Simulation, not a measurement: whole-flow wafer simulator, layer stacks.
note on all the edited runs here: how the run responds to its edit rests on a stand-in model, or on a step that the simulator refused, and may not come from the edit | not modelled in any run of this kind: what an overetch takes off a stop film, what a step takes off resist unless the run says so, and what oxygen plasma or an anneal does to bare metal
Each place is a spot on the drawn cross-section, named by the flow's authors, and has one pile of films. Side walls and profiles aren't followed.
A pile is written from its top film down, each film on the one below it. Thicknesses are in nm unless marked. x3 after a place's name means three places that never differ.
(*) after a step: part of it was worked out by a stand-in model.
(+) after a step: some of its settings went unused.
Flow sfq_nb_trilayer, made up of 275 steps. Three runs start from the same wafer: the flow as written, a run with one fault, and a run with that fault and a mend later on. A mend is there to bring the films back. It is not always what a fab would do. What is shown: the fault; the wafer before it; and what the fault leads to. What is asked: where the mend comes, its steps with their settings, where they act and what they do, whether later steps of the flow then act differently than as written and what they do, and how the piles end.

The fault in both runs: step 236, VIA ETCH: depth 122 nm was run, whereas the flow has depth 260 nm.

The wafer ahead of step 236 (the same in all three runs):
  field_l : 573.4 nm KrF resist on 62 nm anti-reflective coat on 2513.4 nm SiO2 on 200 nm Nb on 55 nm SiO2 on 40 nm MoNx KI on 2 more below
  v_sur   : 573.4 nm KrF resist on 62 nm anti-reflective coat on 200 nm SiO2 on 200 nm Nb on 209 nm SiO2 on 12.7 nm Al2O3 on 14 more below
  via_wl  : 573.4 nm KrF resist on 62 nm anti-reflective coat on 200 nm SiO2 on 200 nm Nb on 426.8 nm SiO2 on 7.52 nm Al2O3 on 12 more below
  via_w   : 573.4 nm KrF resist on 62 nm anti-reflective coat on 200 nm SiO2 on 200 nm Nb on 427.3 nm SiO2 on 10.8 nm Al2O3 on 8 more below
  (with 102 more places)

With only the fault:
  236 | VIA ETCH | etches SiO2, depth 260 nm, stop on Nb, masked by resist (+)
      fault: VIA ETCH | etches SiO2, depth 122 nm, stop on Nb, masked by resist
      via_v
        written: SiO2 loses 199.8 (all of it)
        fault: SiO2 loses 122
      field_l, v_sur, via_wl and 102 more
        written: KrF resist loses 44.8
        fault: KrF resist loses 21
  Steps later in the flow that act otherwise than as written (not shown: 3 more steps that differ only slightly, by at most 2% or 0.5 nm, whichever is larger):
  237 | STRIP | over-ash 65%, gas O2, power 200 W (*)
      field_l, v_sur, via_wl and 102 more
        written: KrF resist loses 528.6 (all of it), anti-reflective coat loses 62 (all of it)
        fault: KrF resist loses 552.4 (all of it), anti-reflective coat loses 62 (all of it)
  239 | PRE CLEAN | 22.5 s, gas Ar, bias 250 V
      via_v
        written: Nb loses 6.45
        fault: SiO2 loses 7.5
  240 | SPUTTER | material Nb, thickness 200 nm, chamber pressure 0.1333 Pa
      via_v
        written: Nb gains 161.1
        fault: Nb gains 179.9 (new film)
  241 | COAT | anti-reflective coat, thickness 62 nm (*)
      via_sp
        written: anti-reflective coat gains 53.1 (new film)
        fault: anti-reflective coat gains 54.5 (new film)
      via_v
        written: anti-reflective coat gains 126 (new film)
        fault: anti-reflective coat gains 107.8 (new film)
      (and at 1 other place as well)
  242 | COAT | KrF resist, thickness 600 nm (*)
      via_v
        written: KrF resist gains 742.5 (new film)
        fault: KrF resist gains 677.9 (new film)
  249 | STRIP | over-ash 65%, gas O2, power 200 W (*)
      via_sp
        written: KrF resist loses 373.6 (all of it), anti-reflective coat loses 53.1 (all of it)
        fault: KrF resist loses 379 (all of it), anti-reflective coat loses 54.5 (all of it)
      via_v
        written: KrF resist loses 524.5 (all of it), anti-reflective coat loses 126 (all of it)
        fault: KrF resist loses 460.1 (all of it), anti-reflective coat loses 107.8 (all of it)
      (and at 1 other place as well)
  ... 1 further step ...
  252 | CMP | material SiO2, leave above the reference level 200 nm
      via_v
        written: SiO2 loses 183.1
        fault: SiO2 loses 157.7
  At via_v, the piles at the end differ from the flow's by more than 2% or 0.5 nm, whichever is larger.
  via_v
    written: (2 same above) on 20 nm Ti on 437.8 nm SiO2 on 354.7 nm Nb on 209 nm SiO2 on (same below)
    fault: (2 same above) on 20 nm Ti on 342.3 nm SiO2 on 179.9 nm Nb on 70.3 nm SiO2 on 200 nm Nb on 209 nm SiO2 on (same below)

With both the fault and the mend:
  After step 237 comes the mend.
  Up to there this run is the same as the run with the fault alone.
  237a | COAT | anti-reflective coat, thickness 62 nm (*) (the flow's step 229 again)
      p4_fl x3, p4_w1 x9, p4_g1 x2 and 63 more
        anti-reflective coat gains 62 (new film)
      sp_r, be_r, r_sur and 11 more
        anti-reflective coat gains 61.9 (new film)
      field_l, jj_sur, ce_l, c5j, ce_r
        anti-reflective coat gains 61.8 (new film)
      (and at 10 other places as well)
  237b | COAT | KrF resist, thickness 650 nm (*) (the flow's step 230 again)
      p4_fl x3, p4_w1 x9, p4_g1 x2 and 63 more
        KrF resist gains 650 (new film)
      field_r, lsp_l, ln_m5, lsp_m, ln_m6, lsp_r, l0_sur, l0v
        KrF resist gains 649.7 (new film)
      res, r_end, moat
        KrF resist gains 649.6 (new film)
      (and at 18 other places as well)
  237c | SOFTBAKE | KrF resist (the flow's step 231 again)
      alters no film at any place that is followed
  237d | EXPOSE | photomask I6, dose 11.91 mJ/cm2, NA 0.6, wavelength 248 nm (*) (the flow's step 232 again)
      alters no film at any place that is followed
  237e | PEB | KrF resist, 90 s (the flow's step 233 again)
      via_sp, ce_l, c5j and 92 more
        KrF resist loses 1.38
      field_l, v_sur, via_wl, via_w, be, be_sur, gap, jj_sur
        KrF resist loses 1.37
      via_wr
        KrF resist loses 1.36
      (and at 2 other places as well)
  237f | DEVELOP | KrF resist, thickness 650 nm, 60 s (the flow's step 234 again)
      field_l, v_sur, via_wl and 102 more
        KrF resist loses 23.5
      via_v
        KrF resist loses 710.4 (all of it)
  237g | VIA ETCH | etches anti-reflective coat, depth 125 nm, masked by resist (+) (the flow's step 235 again)
      field_l, v_sur, via_wl and 102 more
        KrF resist loses 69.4
      via_v
        anti-reflective coat loses 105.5 (all of it), SiO2 loses 0.1
  237h | VIA ETCH | etches SiO2, depth 138 nm, stop on Nb, masked by resist (+) (the flow's step 236 again, with other settings)
      field_l, v_sur, via_wl and 102 more
        KrF resist loses 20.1
      via_v
        SiO2 loses 77.7 (all of it)
  237i | STRIP | over-ash 65%, gas O2, power 200 W (*) (the flow's step 237 again)
      p4_fl x3, p4_w1 x9, p4_g1 x2 and 63 more
        KrF resist loses 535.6 (all of it), anti-reflective coat loses 62 (all of it)
      ln_m5, lsp_m, ln_m6, lsp_r, l0_sur, l0v
        KrF resist loses 535.3 (all of it), anti-reflective coat loses 61.9 (all of it)
      r_end, moat, field_r, lsp_l
        KrF resist loses 535.2 (all of it), anti-reflective coat loses 61.9 (all of it)
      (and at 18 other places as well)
  None of the later steps of the flow differs from how it acts as written, at any place that is followed, by more than 2% or 0.5 nm, whichever is larger.
  By the end, the piles equal the flow's at every place that both follow.
